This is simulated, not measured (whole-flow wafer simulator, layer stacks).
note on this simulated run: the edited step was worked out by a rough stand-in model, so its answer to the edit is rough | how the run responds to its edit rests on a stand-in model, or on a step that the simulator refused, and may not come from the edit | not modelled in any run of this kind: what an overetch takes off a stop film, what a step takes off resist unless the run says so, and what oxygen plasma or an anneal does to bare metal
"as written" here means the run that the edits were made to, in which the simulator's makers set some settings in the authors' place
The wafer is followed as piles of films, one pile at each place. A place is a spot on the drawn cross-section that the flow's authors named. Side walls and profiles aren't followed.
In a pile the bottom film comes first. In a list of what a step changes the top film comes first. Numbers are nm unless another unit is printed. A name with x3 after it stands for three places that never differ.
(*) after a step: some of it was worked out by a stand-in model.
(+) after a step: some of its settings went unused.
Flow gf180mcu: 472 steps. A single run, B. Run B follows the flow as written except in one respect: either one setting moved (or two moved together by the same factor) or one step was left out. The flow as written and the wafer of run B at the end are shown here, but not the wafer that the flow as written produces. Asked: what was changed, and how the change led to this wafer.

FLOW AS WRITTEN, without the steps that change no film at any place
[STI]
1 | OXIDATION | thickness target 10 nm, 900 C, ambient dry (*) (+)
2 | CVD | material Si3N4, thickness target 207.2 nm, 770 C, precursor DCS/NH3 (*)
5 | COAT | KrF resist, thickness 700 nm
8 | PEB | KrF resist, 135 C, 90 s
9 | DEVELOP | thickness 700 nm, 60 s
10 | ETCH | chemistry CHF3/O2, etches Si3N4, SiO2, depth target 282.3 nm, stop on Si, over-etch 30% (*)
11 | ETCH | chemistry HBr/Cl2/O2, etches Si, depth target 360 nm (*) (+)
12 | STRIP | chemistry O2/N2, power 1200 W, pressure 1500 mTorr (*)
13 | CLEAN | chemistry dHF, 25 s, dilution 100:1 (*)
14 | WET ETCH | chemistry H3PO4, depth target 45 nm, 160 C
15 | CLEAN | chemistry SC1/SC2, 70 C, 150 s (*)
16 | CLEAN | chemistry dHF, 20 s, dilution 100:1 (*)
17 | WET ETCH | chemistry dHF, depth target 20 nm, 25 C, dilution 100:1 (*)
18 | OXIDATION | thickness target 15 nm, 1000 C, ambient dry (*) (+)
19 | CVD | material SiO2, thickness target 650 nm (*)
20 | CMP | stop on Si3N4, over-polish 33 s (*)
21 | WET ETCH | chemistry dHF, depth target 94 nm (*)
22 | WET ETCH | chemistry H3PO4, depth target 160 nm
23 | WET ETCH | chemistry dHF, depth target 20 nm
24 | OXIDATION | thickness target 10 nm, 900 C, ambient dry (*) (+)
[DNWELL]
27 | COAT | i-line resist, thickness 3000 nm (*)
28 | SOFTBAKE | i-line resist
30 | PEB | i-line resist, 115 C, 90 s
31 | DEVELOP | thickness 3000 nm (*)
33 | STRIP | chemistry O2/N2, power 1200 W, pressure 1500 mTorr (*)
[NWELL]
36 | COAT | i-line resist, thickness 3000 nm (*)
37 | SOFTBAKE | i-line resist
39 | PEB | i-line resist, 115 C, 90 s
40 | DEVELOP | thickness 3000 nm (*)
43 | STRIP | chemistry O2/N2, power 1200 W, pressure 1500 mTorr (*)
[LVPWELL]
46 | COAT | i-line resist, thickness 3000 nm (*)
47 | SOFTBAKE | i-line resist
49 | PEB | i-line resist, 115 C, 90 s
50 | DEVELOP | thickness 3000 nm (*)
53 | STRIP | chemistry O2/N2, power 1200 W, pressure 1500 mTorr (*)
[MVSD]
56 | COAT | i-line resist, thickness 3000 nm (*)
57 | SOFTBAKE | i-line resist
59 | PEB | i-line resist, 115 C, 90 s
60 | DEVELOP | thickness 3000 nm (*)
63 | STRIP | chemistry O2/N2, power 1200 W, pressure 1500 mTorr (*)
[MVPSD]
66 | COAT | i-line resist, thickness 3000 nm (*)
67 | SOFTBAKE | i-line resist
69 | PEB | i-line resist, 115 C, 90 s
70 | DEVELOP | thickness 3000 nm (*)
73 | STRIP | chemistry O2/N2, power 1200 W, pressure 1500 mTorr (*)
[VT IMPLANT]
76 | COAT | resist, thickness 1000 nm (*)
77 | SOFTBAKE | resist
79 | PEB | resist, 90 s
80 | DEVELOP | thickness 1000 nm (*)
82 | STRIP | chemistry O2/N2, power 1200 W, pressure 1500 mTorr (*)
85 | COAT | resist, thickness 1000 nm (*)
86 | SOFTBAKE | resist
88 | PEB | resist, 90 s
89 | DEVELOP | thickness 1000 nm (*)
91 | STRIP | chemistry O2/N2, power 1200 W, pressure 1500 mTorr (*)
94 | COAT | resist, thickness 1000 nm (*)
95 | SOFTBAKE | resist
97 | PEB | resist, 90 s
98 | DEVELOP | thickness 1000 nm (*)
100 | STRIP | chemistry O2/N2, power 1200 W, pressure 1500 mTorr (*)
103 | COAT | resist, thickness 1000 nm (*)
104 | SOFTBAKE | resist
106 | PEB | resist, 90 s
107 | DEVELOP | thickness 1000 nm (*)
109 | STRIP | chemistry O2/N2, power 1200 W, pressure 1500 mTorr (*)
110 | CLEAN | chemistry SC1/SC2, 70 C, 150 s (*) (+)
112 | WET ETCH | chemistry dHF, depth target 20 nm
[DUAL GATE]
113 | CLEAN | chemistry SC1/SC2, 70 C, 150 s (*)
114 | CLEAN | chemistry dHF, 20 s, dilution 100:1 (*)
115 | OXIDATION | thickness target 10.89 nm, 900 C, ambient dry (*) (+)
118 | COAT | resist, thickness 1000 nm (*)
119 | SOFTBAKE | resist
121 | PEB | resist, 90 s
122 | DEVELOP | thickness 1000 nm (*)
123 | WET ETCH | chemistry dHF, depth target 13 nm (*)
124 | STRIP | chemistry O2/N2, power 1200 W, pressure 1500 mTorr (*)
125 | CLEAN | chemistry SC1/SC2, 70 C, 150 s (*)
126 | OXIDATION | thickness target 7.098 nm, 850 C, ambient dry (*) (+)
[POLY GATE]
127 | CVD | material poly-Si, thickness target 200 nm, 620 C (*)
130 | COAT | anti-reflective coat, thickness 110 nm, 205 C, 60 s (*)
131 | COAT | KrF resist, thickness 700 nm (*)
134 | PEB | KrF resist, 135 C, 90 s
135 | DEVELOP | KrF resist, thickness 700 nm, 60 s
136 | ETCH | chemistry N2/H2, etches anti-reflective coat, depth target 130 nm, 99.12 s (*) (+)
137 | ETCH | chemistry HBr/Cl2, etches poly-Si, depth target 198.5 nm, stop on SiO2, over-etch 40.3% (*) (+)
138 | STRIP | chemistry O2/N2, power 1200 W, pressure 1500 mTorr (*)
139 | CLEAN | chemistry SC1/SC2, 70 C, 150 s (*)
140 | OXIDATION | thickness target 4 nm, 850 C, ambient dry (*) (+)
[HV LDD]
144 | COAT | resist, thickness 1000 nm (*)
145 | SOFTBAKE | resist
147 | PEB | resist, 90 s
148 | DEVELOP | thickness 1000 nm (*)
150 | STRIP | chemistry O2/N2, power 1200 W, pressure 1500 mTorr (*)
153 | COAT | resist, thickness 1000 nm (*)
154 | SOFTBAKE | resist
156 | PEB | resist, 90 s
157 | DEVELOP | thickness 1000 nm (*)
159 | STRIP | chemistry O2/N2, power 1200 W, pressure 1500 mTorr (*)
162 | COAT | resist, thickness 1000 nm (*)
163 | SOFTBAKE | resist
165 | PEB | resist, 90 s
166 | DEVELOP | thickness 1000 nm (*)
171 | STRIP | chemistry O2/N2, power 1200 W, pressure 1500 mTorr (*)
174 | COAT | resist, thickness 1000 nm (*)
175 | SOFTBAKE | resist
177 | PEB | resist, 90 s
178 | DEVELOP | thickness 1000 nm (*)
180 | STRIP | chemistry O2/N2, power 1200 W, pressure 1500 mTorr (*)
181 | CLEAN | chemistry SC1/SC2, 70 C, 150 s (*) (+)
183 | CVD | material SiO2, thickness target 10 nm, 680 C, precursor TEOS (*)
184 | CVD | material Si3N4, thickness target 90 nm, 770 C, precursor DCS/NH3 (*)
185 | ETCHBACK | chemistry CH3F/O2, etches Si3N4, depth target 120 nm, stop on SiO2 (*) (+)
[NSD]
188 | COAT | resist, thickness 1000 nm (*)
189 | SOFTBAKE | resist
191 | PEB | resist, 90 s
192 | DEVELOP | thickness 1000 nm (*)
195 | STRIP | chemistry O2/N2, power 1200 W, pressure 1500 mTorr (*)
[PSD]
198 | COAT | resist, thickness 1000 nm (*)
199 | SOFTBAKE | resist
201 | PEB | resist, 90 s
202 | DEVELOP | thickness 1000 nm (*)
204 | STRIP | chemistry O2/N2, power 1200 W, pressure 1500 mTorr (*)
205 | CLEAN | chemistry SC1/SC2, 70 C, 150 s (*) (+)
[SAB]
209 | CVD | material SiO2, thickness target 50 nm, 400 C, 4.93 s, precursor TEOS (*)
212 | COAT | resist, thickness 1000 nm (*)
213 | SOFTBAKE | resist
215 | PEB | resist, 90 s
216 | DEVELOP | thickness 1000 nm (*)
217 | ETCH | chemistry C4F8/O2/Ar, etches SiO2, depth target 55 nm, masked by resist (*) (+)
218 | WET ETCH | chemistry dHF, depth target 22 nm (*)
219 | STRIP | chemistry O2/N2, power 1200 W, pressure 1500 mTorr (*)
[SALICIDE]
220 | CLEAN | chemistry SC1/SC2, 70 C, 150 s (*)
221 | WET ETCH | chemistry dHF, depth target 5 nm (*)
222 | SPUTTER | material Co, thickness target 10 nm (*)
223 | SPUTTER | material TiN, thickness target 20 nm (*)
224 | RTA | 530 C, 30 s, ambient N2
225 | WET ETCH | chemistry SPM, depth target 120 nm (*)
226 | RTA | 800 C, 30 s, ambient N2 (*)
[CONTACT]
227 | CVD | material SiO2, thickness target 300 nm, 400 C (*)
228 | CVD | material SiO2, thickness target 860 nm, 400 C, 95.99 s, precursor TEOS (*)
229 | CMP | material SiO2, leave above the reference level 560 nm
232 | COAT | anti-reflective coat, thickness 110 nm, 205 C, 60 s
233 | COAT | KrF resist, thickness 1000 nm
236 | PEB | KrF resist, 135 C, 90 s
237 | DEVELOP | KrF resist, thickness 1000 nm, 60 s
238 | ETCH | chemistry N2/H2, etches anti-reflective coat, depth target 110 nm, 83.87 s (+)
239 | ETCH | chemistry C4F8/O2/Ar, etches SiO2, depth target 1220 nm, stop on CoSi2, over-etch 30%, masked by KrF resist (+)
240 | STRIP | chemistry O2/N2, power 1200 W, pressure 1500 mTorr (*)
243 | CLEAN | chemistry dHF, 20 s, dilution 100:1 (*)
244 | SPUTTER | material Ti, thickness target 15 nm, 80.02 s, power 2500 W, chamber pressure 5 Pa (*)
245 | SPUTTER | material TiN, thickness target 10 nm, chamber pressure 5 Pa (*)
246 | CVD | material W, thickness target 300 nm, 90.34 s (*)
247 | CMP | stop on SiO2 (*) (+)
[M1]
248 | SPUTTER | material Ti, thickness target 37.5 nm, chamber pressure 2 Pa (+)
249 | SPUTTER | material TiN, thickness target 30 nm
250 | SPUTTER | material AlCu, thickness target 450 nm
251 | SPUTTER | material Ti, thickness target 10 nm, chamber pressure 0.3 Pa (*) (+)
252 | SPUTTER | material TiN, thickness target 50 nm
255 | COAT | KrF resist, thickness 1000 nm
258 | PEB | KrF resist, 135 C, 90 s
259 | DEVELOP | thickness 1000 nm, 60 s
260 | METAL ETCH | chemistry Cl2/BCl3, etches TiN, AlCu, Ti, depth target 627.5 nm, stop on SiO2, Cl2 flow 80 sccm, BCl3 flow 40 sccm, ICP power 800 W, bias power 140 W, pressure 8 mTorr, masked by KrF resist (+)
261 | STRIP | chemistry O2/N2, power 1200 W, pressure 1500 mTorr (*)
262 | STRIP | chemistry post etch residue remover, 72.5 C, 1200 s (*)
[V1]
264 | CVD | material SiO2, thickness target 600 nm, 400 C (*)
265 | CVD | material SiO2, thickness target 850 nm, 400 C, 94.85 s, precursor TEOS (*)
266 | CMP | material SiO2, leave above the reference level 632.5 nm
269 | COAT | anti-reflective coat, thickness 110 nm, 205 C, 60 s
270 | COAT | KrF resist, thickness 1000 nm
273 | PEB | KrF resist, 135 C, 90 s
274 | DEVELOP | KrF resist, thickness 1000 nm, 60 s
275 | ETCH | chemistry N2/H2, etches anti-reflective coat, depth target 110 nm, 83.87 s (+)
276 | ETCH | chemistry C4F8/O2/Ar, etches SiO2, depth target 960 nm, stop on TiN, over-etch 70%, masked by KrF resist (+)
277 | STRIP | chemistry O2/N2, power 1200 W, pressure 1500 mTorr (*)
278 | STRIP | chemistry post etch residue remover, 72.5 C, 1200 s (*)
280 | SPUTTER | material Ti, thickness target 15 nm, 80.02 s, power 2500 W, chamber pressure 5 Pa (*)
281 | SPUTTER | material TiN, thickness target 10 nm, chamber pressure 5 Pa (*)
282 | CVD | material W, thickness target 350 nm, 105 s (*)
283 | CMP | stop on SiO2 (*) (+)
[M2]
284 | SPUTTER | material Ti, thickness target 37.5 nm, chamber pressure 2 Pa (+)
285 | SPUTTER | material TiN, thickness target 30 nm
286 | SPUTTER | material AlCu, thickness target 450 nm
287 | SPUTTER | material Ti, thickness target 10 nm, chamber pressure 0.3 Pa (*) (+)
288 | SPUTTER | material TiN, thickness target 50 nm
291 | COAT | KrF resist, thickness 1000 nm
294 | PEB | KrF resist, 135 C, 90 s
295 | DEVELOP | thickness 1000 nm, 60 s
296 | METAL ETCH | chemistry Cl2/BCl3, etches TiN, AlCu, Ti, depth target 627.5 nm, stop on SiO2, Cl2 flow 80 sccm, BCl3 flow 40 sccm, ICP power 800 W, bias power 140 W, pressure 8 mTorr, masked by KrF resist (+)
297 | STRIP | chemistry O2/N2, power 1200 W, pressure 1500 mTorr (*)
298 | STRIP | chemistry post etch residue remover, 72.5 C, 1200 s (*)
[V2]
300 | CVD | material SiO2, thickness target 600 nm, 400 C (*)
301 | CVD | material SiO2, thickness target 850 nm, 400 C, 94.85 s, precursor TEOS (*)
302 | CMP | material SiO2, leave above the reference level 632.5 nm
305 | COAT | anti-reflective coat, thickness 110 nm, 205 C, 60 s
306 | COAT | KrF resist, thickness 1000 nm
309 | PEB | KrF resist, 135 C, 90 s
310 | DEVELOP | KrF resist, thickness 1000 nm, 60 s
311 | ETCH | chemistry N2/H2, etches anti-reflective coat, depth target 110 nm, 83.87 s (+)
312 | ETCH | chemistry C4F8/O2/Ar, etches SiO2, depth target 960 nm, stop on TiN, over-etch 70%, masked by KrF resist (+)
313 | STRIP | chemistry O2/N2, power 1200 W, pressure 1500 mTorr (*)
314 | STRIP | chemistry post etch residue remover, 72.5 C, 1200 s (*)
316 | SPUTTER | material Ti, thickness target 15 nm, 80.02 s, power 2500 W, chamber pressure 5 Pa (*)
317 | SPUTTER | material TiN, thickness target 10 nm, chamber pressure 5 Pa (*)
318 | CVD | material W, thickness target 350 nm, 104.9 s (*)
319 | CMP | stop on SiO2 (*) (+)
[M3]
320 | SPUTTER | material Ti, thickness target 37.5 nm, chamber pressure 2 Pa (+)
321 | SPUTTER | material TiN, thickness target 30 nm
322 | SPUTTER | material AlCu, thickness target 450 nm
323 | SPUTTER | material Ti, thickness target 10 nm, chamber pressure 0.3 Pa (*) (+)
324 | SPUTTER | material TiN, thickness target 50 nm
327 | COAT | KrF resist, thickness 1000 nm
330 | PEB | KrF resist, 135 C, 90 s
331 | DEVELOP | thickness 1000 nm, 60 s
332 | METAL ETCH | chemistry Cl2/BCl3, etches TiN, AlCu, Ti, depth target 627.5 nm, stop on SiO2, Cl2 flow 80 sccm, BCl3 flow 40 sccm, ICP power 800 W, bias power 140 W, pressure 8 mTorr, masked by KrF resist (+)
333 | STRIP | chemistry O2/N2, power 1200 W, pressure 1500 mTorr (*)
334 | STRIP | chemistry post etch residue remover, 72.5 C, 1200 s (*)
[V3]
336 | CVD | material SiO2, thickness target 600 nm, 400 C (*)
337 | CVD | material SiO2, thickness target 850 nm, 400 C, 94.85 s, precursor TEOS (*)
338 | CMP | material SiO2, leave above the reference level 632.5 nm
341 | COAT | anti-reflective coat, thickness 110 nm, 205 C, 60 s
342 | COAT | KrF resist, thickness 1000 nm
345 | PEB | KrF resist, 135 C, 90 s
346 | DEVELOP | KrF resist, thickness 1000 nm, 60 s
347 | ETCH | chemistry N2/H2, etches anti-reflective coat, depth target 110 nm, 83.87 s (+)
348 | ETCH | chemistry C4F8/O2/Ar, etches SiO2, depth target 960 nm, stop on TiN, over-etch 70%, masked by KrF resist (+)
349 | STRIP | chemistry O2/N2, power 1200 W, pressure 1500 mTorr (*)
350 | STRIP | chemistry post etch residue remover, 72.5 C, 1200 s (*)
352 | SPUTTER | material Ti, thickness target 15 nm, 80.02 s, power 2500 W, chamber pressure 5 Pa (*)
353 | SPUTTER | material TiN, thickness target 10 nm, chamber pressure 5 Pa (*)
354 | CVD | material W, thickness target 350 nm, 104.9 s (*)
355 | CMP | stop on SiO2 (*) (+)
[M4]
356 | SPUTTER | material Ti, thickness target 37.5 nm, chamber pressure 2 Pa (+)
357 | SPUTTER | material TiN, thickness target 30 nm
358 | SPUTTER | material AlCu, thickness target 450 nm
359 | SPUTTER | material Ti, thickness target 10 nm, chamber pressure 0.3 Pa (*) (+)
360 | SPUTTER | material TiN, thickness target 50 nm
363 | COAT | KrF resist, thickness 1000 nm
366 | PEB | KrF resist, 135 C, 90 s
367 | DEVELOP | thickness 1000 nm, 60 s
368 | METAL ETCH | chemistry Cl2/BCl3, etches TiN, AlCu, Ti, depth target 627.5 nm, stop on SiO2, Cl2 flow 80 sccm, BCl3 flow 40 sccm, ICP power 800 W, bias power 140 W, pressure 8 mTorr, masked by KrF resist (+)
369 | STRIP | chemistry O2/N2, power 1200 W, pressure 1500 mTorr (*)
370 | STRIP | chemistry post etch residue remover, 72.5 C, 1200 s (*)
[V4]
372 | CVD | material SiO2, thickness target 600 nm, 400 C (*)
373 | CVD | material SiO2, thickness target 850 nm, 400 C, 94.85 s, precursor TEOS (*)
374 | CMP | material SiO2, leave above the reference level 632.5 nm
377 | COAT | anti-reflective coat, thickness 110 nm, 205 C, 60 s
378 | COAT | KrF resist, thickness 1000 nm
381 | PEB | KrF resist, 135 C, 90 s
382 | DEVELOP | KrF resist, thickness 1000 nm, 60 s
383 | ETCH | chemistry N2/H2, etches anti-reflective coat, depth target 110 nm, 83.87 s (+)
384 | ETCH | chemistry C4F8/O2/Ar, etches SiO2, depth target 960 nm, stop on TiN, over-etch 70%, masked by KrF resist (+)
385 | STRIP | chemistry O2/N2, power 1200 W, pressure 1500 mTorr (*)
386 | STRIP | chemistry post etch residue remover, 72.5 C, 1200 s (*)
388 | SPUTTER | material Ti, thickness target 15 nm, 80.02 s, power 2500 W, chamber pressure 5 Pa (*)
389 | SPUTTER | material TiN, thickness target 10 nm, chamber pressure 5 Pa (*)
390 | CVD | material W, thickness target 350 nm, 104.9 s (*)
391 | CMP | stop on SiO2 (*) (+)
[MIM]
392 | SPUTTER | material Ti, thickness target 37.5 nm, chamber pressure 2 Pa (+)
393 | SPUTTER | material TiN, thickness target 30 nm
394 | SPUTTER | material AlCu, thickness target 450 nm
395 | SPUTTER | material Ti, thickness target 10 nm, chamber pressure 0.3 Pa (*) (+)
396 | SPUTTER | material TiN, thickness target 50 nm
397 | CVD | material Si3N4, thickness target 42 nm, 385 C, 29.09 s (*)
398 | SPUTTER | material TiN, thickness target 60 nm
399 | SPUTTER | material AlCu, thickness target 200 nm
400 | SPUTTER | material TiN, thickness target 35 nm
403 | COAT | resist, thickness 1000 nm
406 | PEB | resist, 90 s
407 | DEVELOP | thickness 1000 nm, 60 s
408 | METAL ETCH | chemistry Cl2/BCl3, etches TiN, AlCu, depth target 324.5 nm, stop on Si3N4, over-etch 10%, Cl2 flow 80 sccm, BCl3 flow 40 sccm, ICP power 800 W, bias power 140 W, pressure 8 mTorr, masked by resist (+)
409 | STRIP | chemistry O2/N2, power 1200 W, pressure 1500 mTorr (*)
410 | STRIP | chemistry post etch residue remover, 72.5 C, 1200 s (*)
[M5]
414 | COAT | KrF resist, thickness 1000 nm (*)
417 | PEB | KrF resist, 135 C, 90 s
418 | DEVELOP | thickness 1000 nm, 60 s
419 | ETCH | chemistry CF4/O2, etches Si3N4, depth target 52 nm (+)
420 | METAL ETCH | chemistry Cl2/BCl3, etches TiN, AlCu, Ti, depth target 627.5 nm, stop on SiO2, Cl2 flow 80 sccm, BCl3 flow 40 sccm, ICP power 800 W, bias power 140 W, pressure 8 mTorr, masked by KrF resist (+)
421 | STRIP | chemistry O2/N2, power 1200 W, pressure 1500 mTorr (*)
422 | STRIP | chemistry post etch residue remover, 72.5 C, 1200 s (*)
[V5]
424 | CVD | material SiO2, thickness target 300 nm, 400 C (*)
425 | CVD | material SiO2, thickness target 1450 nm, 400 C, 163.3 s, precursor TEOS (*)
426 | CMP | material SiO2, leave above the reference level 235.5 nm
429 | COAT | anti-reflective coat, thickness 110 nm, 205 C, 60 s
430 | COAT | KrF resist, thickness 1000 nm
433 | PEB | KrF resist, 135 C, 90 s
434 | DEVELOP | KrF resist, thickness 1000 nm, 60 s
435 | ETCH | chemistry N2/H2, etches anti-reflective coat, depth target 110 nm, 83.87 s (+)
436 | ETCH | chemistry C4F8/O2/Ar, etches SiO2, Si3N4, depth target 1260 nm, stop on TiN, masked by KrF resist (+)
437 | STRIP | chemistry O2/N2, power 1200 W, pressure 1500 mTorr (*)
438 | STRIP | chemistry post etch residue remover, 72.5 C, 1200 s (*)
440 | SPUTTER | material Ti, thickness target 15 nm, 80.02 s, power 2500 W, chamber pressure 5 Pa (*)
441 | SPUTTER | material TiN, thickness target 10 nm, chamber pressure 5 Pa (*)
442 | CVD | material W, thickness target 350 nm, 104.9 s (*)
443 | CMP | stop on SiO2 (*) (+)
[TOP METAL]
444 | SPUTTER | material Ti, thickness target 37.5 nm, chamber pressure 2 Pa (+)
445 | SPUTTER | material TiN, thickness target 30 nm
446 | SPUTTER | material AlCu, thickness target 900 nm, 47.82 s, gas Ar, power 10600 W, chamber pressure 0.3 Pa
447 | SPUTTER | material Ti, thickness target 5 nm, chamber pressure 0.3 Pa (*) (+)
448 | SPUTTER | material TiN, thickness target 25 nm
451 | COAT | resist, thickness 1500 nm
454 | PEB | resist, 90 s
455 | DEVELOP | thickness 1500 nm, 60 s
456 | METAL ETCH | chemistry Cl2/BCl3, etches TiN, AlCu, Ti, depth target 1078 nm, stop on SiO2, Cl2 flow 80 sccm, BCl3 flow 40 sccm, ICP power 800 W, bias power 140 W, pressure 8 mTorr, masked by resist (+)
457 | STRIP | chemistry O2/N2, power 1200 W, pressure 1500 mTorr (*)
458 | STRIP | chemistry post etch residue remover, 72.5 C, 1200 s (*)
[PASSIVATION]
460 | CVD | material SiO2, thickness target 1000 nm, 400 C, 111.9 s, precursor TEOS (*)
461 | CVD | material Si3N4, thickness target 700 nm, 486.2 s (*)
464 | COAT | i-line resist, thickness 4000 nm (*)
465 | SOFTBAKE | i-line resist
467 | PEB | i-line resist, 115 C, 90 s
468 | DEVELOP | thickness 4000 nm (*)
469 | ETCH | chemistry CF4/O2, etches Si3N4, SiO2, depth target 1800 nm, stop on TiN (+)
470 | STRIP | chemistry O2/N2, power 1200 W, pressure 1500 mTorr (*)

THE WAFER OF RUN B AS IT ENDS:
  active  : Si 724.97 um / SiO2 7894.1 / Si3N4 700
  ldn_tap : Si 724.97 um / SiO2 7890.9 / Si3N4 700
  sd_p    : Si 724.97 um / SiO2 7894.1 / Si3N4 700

Cause: step 126, OXIDATION: 1020 C was run, though the flow has 850 C.

How this came from the change, step by step:
  126 | OXIDATION | thickness target 7.098 nm, 850 C, ambient dry (*) (+)
      gate_hv, active_hv, active_nat and 25 more: SiO2 gains 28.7, Si loses 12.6 (it would be, as written: SiO2 gains 3.72, Si loses 1.64)
      active, n_well, p_well and 12 more: SiO2 gains 35.2 (new film), chemical SiO2 loses 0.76 (all of it), Si loses 15.1 (it would be, as written: SiO2 gains 7.1 (new film), chemical SiO2 loses 0.76 (all of it), Si loses 2.79)
      (as well as at 49 more places)
  130 | COAT | anti-reflective coat, thickness 110 nm, 205 C, 60 s (*)
      p_well, spacer, sd_n: anti-reflective coat gains 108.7 (new film) (it would be, as written: anti-reflective coat gains 121 (new film))
      field__w1: anti-reflective coat gains 106.4 (new film) (it would be, as written: anti-reflective coat gains 99.6 (new film))
      (as well as at 68 more places)
  136 | ETCH | chemistry N2/H2, etches anti-reflective coat, depth target 130 nm, 99.12 s (*) (+)
      p_well, spacer, sd_n: anti-reflective coat loses 108.7 (all of it), poly-Si loses 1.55 (it would be, as written: anti-reflective coat loses 121 (all of it), poly-Si loses 1.23)
      field__w1: anti-reflective coat loses 106.4 (all of it), poly-Si loses 1.6 (it would be, as written: anti-reflective coat loses 99.6 (all of it), poly-Si loses 1.78)
      (as well as at 48 more places)
  138 | STRIP | chemistry O2/N2, power 1200 W, pressure 1500 mTorr (*)
      gate: chemical SiO2 gains 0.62 (new film), KrF resist loses 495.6 (all of it), anti-reflective coat loses 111 (all of it), poly-Si loses 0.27 (it would be, as written: chemical SiO2 gains 0.62 (new film), KrF resist loses 496.5 (all of it), anti-reflective coat loses 117 (all of it), poly-Si loses 0.27)
      gate_hv: chemical SiO2 gains 0.62 (new film), KrF resist loses 493.6 (all of it), anti-reflective coat loses 107.2 (all of it), poly-Si loses 0.27 (it would be, as written: chemical SiO2 gains 0.62 (new film), KrF resist loses 495.3 (all of it), anti-reflective coat loses 109.8 (all of it), poly-Si loses 0.27)
      (as well as at 18 more places)
  145 | SOFTBAKE | resist
      nw_enc_fld_lv__w3: resist loses 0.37 (it would be, as written: resist gains 0.39)
  154 | SOFTBAKE | resist
      nw_enc_fld_lv__w3: resist loses 0.37 (it would be, as written: resist gains 0.39)
  163 | SOFTBAKE | resist
      nw_enc_fld_lv__w3: resist loses 0.37 (it would be, as written: resist gains 0.39)
  175 | SOFTBAKE | resist
      nw_enc_fld_lv__w3: resist loses 0.37 (it would be, as written: resist gains 0.39)
  189 | SOFTBAKE | resist
      nw_enc_fld_lv__w3: resist loses 0.58 (it would be, as written: resist gains 0.35)
      active_hv: resist gains 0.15 (it would be, as written: resist gains 0.78)
  199 | SOFTBAKE | resist
      nw_enc_fld_lv__w3: resist loses 0.58 (it would be, as written: resist gains 0.35)
      active_hv: resist gains 0.15 (it would be, as written: resist gains 0.78)
  213 | SOFTBAKE | resist
      nw_enc_fld_lv__w3: resist loses 0.65 (it would be, as written: resist gains 0.28)
  218 | WET ETCH | chemistry dHF, depth target 22 nm (*)
      ldn_tap, ldn_src, ldn_drn, ldp_tap, ldp_src, ldp_drn, ldp_gr: SiO2 loses 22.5 (it would be, as written: SiO2 loses 16 (all of it))
      active, sd_n, iso_ptap_pw, iso_ntap_nw, iso_ptap_sub, vpnp_e: SiO2 loses 22.6 (it would be, as written: SiO2 loses 9.01 (all of it))
      (as well as at 10 more places)
  219 | STRIP | chemistry O2/N2, power 1200 W, pressure 1500 mTorr (*)
      active, p_well, sd_n and 20 more: nothing (it would be, as written: chemical SiO2 gains 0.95 (new film), Si loses 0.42)
  221 | WET ETCH | chemistry dHF, depth target 5 nm (*)
      sd_p, active_hv, active_nat and 15 more: SiO2 loses 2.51 (it would be, as written: chemical SiO2 loses 0.76 (all of it))
      active, sd_n, contact, iso_ntap_nw: SiO2 loses 2.52 (it would be, as written: chemical SiO2 loses 0.76 (all of it))
      (as well as at 1 more place)
  223 | SPUTTER | material TiN, thickness target 20 nm (*)
      field__w12: TiN gains 12.6 (new film) (it would be, as written: TiN gains 12 (new film))
  224 | RTA | 530 C, 30 s, ambient N2
      active, p_well, sd_n and 11 more: nothing (it would be, as written: under 1 film: CoSi gains 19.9 (new film), Co loses 10 (all of it), Si loses 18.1)
      contact, active_hv: nothing (it would be, as written: under 1 film: CoSi gains 19 (new film), Co loses 9.55 (all of it), Si loses 17.3)
      (as well as at 7 more places)
  ... 8 further steps ...
  471 | ANNEAL | 400 C, 1800 s, ambient N2/H2
      contact: under 49 films: void gains 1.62 (new film), Ti loses 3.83, TiSi first gains 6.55 (new film), Si loses 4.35 (it would be, as written: nothing)
Taking metal films that touch as one body, active has 0 bodies; the flow as written gives 1 body.
Taking metal films that touch as one body, ldn_tap has 0 bodies; the flow as written gives 1 body.
Taking metal films that touch as one body, sd_p has 0 bodies; the flow as written gives 1 body.
